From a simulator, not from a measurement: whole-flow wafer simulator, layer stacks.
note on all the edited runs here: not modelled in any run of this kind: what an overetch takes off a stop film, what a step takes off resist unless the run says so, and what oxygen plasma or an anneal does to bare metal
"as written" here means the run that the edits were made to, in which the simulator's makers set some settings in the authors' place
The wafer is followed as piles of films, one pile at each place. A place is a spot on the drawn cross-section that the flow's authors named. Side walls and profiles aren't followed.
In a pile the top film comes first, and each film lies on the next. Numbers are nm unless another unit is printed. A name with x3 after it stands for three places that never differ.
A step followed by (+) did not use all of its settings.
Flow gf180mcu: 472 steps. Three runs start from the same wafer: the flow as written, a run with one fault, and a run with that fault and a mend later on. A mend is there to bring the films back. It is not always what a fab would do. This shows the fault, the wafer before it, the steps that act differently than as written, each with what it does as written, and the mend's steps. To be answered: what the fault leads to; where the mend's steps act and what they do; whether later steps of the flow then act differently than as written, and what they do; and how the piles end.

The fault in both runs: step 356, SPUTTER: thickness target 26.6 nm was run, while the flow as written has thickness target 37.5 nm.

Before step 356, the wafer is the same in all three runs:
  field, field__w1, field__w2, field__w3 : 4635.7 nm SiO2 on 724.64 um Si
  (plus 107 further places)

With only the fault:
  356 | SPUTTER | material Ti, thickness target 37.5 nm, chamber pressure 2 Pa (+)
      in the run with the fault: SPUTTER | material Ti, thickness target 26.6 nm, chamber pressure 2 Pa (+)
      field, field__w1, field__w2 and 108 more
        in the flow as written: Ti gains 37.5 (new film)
        in the run with the fault: Ti gains 26.6 (new film)
  Steps later in the flow that act otherwise than as written:
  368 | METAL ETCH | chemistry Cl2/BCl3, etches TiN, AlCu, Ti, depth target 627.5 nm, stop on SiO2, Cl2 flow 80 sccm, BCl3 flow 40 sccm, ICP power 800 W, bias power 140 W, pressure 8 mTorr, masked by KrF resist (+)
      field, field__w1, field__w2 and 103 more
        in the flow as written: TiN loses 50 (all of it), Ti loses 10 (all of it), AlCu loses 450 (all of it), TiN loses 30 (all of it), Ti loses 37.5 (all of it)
        in the run with the fault: TiN loses 50 (all of it), Ti loses 10 (all of it), AlCu loses 450 (all of it), TiN loses 30 (all of it), Ti loses 26.6 (all of it)
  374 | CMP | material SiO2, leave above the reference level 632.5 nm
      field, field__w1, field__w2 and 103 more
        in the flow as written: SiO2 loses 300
        in the run with the fault: SiO2 loses 310.9
  The piles end different from the flow's at field__w8, contact, m1, m1__w1, m1_nw by more than 2% or 0.5 nm, whichever is larger.
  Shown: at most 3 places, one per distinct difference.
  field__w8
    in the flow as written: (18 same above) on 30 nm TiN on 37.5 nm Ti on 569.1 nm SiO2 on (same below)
    in the run with the fault: (18 same above) on 30 nm TiN on 26.6 nm Ti on 569.1 nm SiO2 on (same below)
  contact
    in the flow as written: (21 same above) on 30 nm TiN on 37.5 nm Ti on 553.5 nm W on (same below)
    in the run with the fault: (21 same above) on 30 nm TiN on 26.6 nm Ti on 553.5 nm W on (same below)

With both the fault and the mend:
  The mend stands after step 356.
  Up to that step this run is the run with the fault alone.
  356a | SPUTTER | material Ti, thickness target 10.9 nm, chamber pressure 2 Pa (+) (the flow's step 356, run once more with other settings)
      field, field__w1, field__w2 and 108 more
        Ti gains 10.9
  Later steps of the flow that are run all act as written at every place that is followed.
  By the end, the piles equal the flow's at every place that both follow.
